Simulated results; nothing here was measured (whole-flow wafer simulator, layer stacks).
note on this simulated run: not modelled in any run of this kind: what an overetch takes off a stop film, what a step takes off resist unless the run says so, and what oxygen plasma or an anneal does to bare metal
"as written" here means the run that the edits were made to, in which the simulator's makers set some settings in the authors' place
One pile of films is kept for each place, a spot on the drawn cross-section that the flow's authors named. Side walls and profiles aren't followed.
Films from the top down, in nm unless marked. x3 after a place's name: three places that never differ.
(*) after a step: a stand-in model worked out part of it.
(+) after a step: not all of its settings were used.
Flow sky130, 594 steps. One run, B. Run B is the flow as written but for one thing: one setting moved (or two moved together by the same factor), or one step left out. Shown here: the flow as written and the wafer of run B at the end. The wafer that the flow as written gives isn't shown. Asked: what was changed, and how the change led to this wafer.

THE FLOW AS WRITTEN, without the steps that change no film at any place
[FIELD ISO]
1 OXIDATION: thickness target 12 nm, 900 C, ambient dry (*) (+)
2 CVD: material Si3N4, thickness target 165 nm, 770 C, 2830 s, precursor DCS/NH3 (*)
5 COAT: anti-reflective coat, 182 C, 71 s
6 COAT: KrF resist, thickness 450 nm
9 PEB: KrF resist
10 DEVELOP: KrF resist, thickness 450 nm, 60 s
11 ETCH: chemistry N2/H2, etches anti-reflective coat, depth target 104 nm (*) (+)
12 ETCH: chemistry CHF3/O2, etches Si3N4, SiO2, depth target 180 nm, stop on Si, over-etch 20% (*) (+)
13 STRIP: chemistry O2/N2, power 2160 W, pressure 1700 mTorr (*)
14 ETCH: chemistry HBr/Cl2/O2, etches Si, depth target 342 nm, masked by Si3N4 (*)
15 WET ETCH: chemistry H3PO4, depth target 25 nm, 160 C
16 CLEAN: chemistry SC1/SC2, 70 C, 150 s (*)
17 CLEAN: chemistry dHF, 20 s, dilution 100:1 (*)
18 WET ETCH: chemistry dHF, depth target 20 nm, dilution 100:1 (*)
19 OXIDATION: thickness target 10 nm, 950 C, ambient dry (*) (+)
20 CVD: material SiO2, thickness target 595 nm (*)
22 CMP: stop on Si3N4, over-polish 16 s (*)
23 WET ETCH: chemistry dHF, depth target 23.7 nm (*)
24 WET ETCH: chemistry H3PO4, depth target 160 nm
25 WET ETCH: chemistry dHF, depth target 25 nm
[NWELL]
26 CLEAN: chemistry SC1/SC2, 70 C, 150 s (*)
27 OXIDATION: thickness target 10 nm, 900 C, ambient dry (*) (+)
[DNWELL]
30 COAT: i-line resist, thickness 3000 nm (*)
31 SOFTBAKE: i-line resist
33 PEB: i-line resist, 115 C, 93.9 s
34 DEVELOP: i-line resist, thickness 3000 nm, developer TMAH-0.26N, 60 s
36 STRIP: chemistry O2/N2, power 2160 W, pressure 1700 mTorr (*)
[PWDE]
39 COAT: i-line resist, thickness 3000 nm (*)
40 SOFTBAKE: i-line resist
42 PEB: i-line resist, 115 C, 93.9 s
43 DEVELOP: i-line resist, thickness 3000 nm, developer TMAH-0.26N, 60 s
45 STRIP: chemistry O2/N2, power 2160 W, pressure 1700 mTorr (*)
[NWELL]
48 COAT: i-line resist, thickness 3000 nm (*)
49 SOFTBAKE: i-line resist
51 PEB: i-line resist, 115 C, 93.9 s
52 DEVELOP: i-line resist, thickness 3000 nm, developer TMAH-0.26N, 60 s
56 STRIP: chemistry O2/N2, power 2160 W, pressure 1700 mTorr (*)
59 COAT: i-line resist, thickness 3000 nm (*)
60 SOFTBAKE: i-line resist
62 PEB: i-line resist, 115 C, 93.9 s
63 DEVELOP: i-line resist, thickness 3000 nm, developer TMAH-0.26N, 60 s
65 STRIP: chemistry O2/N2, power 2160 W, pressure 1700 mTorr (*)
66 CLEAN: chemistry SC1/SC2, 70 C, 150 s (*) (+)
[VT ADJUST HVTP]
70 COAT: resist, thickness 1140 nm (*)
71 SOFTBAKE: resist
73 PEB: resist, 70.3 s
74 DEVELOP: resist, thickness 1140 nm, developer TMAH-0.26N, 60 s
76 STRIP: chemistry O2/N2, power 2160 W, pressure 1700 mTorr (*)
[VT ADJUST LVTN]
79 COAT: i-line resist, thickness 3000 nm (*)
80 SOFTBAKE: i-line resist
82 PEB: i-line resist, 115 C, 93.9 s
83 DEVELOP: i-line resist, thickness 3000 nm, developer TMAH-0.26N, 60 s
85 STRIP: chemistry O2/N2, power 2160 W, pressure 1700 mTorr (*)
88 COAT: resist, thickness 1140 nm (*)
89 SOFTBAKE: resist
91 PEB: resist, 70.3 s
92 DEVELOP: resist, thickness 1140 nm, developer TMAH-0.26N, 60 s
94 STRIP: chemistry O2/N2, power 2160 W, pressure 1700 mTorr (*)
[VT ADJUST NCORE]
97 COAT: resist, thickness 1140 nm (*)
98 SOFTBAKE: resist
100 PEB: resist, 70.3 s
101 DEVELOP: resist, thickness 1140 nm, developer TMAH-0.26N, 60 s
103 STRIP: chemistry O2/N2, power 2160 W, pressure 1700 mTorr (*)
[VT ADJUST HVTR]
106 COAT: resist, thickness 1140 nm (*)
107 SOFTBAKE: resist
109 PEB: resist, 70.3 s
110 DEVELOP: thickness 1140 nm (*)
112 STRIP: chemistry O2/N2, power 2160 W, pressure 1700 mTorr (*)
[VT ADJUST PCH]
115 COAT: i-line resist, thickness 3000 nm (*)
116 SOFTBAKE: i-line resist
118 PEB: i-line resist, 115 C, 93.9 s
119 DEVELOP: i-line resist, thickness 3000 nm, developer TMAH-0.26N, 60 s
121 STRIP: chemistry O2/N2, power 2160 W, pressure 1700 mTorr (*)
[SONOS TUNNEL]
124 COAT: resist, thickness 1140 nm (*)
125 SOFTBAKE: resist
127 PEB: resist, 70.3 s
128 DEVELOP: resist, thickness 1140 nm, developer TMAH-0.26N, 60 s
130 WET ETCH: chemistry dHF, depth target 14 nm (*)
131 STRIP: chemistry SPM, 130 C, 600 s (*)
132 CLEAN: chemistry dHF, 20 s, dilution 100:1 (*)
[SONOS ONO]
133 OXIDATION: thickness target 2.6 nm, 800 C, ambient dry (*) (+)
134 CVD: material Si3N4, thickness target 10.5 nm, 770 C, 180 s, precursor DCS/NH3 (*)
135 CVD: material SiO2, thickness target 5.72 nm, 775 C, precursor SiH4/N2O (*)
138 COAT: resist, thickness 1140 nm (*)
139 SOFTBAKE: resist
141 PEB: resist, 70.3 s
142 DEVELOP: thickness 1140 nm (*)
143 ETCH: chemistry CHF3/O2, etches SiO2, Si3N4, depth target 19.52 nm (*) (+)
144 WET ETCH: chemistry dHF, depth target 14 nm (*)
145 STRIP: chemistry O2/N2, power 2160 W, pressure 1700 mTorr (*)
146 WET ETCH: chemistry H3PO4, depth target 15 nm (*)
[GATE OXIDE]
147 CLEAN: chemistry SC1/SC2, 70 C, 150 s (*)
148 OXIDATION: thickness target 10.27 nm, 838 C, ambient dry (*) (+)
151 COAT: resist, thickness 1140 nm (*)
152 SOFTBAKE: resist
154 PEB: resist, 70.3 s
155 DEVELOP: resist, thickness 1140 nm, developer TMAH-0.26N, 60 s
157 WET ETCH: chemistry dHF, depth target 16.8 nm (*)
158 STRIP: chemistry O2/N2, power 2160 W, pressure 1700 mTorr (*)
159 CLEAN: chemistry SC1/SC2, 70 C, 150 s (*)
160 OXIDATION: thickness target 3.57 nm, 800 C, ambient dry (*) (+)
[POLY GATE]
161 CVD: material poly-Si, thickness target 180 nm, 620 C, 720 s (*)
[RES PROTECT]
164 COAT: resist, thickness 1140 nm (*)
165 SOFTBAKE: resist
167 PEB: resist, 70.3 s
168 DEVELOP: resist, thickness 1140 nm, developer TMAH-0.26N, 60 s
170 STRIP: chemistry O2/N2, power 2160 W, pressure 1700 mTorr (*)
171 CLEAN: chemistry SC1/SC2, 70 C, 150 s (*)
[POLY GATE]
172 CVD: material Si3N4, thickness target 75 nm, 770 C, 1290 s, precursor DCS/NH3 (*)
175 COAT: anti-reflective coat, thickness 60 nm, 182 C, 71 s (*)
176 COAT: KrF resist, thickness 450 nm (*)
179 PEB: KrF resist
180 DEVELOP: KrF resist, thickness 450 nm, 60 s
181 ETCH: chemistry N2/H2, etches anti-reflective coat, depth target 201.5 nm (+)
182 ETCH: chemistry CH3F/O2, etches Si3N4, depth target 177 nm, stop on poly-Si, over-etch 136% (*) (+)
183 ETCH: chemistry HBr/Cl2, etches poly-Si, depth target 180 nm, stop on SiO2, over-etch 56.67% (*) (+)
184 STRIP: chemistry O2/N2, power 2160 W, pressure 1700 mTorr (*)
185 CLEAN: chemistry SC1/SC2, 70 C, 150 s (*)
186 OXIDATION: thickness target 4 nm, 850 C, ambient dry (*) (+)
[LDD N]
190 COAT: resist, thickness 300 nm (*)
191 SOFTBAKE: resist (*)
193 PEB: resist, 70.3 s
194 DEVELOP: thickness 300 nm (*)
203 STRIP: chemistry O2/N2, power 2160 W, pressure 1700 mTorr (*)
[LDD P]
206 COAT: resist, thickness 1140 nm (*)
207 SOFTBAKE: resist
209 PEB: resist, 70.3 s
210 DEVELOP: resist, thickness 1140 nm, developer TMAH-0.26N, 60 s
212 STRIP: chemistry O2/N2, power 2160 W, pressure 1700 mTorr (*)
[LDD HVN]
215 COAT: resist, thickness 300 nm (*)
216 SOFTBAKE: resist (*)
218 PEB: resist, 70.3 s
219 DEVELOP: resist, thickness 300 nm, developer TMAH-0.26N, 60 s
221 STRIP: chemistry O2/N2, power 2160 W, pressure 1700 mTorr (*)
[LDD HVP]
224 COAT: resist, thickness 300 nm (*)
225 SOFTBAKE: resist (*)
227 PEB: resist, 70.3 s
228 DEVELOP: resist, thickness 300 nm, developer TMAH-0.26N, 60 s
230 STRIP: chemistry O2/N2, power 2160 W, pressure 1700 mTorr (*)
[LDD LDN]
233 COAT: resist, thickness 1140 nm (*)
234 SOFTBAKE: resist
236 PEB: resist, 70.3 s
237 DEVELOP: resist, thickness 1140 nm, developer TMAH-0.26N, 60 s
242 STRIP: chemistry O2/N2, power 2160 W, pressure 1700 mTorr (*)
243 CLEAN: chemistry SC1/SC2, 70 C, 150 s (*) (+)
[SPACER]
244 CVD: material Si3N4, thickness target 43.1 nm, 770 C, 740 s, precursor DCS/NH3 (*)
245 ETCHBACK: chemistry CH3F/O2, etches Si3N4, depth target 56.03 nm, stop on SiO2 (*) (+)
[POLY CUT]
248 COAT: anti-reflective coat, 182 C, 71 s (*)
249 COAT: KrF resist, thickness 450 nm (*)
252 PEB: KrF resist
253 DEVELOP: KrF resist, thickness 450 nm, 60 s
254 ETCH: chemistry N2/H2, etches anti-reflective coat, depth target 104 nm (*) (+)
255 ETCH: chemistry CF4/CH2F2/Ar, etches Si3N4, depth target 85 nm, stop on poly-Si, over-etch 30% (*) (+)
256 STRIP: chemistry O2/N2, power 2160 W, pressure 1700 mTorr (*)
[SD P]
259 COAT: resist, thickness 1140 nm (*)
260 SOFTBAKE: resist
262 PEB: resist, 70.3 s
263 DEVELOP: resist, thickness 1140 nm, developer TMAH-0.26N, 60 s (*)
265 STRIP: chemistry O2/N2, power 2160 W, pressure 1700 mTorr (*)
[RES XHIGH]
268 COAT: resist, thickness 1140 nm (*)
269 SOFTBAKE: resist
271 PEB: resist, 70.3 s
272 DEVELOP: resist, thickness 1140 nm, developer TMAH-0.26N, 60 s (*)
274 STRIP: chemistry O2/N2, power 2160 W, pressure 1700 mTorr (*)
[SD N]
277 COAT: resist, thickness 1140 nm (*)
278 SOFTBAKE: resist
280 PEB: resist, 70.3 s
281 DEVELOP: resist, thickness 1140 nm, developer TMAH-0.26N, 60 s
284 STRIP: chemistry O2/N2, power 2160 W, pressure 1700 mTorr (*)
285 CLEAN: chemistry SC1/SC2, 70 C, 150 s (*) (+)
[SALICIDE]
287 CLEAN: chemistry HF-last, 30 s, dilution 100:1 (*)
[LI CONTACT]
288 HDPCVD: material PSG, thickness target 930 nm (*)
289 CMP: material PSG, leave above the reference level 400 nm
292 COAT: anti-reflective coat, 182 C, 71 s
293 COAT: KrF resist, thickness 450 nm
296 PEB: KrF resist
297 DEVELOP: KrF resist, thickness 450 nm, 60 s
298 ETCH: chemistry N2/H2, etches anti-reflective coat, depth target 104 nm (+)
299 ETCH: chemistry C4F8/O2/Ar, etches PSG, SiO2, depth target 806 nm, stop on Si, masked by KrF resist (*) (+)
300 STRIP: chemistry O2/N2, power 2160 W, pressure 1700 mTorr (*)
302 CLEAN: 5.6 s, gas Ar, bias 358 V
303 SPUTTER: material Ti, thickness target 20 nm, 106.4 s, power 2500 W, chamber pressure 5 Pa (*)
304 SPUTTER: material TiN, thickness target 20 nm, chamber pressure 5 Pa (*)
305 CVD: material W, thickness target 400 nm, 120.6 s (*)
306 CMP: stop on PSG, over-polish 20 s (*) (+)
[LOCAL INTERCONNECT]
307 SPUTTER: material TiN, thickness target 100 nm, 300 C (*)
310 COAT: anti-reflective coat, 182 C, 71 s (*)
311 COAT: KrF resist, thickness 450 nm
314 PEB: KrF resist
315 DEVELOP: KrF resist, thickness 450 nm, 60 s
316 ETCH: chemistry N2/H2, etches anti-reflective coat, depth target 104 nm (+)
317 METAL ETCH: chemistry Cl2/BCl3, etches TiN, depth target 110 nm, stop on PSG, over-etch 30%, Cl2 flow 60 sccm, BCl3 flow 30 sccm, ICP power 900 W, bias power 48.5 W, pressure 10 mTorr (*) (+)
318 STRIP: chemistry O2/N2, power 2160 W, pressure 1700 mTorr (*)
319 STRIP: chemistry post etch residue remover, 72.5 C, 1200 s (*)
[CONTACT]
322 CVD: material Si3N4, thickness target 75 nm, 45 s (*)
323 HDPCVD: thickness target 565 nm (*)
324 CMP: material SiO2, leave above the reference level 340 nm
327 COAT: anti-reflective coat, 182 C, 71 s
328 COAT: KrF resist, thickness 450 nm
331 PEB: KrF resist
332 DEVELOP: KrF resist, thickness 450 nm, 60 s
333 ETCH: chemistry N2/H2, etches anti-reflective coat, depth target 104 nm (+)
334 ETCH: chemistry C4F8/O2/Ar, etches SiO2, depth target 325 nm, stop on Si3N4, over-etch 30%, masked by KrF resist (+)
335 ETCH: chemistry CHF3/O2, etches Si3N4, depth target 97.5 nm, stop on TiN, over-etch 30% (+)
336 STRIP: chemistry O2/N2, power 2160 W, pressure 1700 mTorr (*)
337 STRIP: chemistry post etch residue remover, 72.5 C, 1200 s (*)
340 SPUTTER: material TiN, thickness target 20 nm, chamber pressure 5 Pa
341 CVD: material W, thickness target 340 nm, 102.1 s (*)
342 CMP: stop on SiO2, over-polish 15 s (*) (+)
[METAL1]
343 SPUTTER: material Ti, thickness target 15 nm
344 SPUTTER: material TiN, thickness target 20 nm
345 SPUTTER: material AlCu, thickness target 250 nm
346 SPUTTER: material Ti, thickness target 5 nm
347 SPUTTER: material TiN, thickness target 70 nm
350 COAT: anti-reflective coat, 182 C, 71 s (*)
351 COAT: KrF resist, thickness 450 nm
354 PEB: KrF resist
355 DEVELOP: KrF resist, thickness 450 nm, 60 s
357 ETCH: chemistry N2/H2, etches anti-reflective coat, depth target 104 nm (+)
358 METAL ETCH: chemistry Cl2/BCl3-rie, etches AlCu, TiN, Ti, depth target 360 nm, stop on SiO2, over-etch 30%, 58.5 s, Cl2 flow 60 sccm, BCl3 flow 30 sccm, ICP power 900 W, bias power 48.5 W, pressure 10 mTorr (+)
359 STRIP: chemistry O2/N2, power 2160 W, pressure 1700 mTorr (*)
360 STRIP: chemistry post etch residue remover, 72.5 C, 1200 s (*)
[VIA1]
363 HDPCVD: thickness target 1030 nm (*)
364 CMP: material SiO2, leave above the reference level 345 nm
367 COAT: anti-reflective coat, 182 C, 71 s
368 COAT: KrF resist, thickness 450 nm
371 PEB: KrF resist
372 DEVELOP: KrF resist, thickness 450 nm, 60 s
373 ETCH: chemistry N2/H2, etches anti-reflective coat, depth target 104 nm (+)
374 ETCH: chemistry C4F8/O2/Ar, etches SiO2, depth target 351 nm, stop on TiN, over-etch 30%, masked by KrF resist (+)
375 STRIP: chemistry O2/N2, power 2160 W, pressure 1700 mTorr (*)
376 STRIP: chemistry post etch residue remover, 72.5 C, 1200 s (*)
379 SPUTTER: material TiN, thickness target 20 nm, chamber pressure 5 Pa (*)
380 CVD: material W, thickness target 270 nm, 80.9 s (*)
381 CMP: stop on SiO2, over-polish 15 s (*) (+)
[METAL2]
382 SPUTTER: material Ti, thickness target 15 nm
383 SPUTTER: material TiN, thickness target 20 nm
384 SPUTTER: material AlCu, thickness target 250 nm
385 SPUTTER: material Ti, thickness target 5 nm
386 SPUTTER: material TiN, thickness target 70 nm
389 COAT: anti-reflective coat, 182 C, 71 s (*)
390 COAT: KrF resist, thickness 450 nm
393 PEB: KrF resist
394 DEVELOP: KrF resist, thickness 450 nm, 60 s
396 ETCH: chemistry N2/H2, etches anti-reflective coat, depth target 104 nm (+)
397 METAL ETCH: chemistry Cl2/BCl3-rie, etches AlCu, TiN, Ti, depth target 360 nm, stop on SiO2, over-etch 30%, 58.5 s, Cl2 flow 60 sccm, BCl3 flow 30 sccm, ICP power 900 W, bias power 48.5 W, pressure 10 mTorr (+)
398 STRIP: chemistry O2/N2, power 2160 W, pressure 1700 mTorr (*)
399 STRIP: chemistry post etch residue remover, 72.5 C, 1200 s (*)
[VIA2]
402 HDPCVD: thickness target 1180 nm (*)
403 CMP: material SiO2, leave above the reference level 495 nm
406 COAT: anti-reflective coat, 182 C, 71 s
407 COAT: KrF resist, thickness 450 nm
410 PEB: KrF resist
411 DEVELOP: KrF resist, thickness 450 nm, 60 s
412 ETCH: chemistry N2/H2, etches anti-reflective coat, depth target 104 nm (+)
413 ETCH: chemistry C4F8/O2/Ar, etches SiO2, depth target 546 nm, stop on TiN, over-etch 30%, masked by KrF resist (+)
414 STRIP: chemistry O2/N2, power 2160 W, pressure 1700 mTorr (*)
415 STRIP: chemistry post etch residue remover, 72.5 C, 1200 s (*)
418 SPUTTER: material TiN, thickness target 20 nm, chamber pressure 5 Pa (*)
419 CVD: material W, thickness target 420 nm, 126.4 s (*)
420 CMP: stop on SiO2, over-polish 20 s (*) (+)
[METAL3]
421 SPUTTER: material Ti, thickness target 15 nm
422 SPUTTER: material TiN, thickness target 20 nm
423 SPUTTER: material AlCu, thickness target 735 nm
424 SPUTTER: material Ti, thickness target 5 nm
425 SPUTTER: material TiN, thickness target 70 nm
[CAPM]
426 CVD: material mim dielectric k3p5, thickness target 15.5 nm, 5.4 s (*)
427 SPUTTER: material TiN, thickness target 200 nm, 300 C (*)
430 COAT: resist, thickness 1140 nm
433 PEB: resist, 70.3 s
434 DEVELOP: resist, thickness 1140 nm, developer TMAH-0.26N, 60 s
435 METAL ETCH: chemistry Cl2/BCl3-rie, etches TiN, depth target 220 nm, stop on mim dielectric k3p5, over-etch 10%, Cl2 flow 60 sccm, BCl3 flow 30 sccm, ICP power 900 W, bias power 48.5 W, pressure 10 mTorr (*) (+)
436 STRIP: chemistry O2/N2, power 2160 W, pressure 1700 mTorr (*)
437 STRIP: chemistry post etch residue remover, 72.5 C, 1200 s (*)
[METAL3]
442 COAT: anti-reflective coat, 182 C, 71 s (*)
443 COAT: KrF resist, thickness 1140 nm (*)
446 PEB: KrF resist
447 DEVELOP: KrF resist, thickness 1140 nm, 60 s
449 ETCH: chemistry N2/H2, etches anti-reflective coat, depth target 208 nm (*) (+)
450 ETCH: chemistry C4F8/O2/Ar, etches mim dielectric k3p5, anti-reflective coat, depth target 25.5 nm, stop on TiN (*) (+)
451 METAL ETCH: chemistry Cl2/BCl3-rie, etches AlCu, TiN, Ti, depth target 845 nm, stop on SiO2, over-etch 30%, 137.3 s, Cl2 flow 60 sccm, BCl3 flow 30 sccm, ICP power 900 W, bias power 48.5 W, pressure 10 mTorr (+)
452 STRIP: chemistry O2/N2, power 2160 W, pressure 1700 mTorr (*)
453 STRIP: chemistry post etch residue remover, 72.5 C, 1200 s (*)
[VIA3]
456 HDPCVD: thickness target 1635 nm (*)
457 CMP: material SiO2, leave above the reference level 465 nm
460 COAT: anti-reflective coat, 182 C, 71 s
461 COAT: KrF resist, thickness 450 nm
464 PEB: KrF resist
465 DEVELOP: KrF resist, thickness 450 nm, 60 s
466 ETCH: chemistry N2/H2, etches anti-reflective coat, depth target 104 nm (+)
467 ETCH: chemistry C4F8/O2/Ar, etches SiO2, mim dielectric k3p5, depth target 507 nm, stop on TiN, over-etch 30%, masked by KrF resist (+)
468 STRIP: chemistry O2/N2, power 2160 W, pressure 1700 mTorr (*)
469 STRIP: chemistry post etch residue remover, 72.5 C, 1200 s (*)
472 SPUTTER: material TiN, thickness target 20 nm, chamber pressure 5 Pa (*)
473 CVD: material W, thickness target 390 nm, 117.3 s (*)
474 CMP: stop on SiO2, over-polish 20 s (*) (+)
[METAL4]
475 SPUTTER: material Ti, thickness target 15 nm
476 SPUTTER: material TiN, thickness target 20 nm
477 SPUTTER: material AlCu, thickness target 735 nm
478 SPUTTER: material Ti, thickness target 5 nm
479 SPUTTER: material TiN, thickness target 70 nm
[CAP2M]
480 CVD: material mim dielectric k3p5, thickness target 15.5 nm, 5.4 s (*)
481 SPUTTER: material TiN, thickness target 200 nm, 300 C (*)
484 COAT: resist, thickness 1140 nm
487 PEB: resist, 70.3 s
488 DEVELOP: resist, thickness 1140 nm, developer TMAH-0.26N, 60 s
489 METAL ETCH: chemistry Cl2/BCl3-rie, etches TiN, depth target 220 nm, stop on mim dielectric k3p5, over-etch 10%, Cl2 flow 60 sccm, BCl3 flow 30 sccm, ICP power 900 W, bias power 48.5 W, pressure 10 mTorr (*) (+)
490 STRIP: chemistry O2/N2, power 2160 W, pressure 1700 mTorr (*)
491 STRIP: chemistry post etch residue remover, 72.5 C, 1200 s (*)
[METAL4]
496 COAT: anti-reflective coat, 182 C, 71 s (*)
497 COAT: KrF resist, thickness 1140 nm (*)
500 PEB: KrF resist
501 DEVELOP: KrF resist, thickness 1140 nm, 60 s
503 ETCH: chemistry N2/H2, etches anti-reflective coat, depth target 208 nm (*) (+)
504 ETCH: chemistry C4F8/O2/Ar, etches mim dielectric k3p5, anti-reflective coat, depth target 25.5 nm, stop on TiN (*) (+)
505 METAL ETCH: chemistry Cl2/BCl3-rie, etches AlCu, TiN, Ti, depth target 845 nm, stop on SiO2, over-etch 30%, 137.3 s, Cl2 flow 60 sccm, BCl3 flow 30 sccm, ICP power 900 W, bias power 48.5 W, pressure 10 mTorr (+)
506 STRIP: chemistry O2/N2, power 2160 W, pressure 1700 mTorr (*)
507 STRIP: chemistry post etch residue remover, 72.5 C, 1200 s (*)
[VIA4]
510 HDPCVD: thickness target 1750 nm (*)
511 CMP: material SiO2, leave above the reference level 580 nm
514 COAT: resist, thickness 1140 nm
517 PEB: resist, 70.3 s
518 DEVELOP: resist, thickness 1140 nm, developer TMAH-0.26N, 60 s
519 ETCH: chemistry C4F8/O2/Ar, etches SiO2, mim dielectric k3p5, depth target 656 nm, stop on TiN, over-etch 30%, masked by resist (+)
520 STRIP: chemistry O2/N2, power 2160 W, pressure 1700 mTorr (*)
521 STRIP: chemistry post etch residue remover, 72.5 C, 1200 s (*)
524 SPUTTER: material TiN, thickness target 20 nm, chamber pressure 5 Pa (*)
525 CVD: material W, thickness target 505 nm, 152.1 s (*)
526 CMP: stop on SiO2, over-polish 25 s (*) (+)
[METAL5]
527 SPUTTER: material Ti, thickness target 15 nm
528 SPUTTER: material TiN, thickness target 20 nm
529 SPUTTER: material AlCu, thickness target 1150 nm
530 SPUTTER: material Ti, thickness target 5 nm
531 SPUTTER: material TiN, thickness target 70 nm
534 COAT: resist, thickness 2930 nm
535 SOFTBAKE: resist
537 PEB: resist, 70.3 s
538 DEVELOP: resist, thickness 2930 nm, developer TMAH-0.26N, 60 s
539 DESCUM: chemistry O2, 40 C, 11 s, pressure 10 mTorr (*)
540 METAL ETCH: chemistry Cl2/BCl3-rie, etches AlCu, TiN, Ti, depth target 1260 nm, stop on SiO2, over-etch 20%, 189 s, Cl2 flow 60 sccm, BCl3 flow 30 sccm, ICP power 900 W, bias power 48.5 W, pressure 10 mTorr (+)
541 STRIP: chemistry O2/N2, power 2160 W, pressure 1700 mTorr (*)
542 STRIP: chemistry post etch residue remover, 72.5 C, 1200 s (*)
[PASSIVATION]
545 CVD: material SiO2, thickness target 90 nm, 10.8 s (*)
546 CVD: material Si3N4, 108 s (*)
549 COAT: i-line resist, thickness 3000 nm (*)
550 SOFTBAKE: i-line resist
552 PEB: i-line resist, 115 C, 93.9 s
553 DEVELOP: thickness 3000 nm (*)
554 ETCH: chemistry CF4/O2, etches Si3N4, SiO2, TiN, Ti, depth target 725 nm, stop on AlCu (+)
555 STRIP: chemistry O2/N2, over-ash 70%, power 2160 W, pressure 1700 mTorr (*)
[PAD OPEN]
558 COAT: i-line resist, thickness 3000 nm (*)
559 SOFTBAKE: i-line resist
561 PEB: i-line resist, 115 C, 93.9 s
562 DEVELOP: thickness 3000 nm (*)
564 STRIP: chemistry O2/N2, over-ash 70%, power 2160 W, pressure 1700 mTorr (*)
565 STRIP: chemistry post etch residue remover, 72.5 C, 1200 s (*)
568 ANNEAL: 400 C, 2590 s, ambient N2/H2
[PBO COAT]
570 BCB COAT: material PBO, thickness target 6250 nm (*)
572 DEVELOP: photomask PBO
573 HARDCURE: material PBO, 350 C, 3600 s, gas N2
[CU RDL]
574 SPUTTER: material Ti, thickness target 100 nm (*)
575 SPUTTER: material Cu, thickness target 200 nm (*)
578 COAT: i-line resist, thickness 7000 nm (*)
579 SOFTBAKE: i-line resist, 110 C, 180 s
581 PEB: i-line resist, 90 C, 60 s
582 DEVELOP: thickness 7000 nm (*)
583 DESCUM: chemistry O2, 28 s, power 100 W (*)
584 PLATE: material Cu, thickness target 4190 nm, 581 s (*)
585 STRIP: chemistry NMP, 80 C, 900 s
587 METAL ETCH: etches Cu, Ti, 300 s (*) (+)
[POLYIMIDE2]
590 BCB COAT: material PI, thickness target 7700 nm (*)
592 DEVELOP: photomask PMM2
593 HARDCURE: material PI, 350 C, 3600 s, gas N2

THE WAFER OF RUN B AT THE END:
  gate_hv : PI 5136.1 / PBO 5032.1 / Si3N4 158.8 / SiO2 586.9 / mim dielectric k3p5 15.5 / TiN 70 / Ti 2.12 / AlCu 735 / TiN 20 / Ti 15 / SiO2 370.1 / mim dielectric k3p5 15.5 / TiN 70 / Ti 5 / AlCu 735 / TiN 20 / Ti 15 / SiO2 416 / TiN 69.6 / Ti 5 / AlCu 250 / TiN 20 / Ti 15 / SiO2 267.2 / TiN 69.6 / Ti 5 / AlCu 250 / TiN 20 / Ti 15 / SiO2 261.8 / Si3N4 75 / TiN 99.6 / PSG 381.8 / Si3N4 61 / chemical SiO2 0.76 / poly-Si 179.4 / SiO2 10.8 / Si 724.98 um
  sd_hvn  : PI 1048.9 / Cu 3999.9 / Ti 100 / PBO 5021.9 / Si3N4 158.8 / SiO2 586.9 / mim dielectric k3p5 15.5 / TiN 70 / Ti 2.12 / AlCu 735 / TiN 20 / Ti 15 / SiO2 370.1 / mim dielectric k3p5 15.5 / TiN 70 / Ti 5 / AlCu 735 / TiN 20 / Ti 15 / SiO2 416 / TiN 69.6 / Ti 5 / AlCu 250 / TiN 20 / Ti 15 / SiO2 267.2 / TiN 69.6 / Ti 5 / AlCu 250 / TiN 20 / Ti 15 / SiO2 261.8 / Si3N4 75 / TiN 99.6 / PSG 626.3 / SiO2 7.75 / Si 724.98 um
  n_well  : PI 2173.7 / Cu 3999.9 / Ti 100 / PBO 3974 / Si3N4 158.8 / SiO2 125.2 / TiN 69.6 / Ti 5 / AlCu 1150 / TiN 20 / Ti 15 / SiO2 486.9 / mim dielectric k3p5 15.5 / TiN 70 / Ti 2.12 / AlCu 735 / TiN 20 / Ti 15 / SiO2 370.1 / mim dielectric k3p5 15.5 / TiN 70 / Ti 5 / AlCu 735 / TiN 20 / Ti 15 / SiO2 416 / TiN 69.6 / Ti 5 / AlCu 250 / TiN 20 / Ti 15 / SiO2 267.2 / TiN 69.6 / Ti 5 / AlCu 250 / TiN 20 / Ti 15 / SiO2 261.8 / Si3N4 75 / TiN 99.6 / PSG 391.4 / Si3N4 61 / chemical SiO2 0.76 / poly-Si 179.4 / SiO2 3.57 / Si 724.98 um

The cause: step 478, SPUTTER: thickness target 2.12 nm was run, where the flow has thickness target 5 nm.
It can be read off the wafer: gate_hv has Ti 2.12, and step 478 as written asks for 5 nm.

How the change led to this, step by step:
  478 SPUTTER: material Ti, thickness target 5 nm
      field, active, n_well and 189 more: Ti +2.12 (new film) (as written it would be: Ti +5 (new film))
  505 METAL ETCH: chemistry Cl2/BCl3-rie, etches AlCu, TiN, Ti, depth target 845 nm, stop on SiO2, over-etch 30%, 137.3 s, Cl2 flow 60 sccm, BCl3 flow 30 sccm, ICP power 900 W, bias power 48.5 W, pressure 10 mTorr (+)
      field, gate, spacer and 68 more: TiN -70 (all of it), Ti -2.12 (all of it), AlCu -735 (all of it), TiN -20 (all of it), Ti -15 (all of it), SiO2 -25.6 (as written it would be: TiN -70 (all of it), Ti -5 (all of it), AlCu -735 (all of it), TiN -20 (all of it), Ti -15 (all of it), SiO2 -25.4)
      active, vpp_iso1, mim_edge_plate and 14 more: TiN -70 (all of it), Ti -2.12 (all of it), AlCu -735 (all of it), TiN -20 (all of it), Ti -15 (all of it), SiO2 -25.6 (as written it would be: TiN -70 (all of it), Ti -5 (all of it), AlCu -735 (all of it), TiN -20 (all of it), Ti -15 (all of it), SiO2 -25.3)
